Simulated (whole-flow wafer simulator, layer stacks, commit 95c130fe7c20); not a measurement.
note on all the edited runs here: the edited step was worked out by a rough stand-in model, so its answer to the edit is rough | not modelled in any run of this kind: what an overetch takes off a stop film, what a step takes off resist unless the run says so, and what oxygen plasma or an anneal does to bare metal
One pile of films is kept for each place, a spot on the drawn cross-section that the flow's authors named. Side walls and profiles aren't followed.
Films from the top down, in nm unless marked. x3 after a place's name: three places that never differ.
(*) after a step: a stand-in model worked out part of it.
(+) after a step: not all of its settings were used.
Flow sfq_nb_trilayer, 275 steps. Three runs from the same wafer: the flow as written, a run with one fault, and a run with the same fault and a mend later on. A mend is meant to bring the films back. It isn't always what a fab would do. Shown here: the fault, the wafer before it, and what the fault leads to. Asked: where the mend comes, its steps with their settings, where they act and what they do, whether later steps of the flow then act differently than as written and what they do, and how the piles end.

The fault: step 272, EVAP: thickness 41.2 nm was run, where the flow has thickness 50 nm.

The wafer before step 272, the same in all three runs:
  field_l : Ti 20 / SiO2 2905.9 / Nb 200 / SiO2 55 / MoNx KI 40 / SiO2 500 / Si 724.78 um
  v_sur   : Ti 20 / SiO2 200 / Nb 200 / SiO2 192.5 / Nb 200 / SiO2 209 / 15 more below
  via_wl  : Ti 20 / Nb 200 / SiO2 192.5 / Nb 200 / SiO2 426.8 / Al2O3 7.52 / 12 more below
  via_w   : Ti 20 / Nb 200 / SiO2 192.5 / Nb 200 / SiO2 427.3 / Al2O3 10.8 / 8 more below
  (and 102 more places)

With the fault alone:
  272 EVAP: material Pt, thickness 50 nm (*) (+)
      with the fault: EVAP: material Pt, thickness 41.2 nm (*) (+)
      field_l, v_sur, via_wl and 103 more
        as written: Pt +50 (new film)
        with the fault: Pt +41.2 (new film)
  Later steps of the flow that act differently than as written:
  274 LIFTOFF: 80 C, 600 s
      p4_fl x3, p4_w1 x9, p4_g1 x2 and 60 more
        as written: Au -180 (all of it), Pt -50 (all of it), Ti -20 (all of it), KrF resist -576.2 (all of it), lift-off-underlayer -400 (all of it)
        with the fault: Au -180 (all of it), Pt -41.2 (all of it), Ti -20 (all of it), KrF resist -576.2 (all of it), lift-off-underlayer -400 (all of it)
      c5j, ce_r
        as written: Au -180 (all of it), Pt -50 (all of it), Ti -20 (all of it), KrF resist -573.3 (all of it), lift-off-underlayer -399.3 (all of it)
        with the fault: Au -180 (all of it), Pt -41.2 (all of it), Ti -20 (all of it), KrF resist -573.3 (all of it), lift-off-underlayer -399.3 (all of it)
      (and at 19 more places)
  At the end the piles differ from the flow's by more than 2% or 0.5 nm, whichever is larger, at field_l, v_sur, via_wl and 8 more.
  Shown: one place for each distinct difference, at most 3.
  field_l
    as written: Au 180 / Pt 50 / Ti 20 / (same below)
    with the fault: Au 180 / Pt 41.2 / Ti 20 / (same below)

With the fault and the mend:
  The mend comes after step 272.
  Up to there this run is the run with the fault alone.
  272a EVAP: material Pt, thickness 8.8 nm (*) (+) (the flow's step 272 once more, with other settings)
      field_l, v_sur, via_wl and 103 more
        Pt +8.8
  No later step of the flow acts differently than as written at any place that is followed.
  At the end the piles are the same as the flow's at every place that both follow.
